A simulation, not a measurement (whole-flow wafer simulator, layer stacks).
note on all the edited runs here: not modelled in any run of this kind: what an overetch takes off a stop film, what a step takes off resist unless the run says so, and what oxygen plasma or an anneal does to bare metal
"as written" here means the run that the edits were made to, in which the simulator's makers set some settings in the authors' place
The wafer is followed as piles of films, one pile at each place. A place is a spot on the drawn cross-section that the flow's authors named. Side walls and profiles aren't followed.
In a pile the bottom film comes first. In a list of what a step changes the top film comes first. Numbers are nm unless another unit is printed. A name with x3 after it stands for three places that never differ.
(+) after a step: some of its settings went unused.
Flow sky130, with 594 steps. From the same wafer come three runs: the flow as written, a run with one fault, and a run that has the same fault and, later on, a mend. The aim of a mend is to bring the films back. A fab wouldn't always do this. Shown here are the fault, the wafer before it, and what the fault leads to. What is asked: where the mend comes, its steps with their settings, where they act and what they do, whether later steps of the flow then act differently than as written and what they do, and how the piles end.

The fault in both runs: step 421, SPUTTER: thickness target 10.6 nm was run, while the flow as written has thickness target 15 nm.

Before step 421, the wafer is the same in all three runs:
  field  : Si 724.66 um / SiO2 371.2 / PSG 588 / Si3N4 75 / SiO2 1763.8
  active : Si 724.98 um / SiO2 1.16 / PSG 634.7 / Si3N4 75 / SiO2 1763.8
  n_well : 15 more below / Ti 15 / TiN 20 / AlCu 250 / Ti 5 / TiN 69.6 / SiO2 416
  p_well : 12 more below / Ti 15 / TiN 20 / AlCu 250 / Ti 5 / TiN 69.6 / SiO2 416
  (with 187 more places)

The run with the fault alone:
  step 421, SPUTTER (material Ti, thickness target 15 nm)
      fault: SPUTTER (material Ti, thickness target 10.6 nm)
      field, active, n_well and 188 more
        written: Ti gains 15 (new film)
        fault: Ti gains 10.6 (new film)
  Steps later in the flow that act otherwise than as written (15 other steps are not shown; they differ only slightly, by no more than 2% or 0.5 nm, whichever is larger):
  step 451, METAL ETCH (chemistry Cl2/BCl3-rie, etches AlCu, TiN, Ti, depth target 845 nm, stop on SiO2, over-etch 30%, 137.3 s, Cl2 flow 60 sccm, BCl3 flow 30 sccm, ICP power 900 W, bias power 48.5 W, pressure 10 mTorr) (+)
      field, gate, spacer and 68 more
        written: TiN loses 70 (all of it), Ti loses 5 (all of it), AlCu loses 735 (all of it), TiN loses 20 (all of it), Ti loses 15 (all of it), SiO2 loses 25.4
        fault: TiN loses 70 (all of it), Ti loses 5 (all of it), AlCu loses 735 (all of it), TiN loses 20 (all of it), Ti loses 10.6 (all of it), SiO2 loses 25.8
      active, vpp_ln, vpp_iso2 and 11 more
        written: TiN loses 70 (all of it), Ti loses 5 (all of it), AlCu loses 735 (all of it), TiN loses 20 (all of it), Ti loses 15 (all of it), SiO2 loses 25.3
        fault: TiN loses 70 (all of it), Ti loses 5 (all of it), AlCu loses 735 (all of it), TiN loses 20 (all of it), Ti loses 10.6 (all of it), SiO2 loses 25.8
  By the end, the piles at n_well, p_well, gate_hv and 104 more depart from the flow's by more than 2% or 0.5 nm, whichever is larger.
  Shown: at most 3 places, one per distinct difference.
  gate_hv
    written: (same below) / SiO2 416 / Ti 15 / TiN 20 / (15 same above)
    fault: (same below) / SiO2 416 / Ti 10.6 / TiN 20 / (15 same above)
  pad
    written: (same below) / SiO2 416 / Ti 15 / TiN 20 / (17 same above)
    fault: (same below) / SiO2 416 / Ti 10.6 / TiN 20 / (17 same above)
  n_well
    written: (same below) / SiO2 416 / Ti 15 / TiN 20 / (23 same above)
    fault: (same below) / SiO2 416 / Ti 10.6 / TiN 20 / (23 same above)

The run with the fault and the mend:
  The mend follows step 421.
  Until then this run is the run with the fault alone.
  step 421a, SPUTTER (material Ti, thickness target 4.4 nm) (the flow's step 421, run once more with other settings)
      field, active, n_well and 188 more
        Ti gains 4.4
  Every later step of the flow that is run acts as written at every place that is followed.
  The piles end the same as the flow's at every place that both follow.
